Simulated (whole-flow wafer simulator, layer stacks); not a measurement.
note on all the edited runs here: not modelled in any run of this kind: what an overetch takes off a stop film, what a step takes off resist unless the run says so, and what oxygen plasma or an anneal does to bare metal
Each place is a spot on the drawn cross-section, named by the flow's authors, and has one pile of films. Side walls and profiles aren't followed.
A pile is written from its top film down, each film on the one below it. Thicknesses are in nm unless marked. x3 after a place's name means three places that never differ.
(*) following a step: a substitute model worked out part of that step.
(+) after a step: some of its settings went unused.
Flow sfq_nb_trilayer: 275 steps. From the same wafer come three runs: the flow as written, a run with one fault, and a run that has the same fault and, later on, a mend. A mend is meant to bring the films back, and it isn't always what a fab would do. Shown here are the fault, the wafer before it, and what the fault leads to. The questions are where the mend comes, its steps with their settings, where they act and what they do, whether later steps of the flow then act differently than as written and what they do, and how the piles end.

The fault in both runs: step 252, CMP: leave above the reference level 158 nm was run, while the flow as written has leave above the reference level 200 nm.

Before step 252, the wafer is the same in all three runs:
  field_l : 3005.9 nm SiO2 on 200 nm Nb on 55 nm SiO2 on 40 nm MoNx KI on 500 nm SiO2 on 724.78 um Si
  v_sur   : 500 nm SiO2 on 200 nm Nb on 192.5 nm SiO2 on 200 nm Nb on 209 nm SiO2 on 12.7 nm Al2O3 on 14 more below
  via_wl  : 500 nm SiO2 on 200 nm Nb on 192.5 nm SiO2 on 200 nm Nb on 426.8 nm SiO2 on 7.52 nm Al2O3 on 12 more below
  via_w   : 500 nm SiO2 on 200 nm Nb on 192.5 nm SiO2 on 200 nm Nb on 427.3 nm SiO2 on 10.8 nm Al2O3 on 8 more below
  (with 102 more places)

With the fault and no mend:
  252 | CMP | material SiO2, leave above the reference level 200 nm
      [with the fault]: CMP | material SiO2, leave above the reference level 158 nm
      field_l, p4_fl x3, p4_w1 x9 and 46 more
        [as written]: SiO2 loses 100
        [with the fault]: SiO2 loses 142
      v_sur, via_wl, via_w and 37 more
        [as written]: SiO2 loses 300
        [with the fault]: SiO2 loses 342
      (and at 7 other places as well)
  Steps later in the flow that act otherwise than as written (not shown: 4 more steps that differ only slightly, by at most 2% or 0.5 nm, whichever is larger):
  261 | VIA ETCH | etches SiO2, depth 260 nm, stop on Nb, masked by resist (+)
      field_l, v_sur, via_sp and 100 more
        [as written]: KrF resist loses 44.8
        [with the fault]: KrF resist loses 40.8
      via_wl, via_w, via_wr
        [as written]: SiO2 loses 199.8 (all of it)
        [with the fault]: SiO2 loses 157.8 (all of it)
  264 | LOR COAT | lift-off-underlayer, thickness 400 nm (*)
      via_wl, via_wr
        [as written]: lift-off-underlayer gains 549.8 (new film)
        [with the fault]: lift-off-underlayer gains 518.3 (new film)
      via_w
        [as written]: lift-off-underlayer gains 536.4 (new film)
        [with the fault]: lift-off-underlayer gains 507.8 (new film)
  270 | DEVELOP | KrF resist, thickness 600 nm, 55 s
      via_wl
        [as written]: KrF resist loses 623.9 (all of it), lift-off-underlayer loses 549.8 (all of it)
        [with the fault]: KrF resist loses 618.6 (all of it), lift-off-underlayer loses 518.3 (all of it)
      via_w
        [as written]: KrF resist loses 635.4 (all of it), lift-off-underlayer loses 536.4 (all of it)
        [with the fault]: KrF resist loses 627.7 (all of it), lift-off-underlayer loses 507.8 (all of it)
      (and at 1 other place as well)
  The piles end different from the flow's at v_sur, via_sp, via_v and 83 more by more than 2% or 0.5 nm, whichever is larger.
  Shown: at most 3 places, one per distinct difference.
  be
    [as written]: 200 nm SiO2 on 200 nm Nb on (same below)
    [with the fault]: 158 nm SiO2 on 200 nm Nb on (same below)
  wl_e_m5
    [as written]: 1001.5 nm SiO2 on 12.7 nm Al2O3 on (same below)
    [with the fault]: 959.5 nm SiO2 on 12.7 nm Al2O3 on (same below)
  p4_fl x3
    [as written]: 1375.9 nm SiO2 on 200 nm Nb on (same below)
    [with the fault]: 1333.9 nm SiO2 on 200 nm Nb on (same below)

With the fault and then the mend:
  The mend follows step 253.
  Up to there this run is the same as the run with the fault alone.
  253a | PECVD | material SiO2, thickness 42 nm, 150 C, 9.333 s, RF power 183.3 W, pressure 2.4 Torr, precursor SiH4/N2O (the flow's step 251 again, with other settings)
      field_l, v_sur, via_wl and 103 more
        SiO2 gains 42
  Later steps of the flow that are run all act as written at every place that is followed.
  The piles end the same as the flow's at every place that both follow.
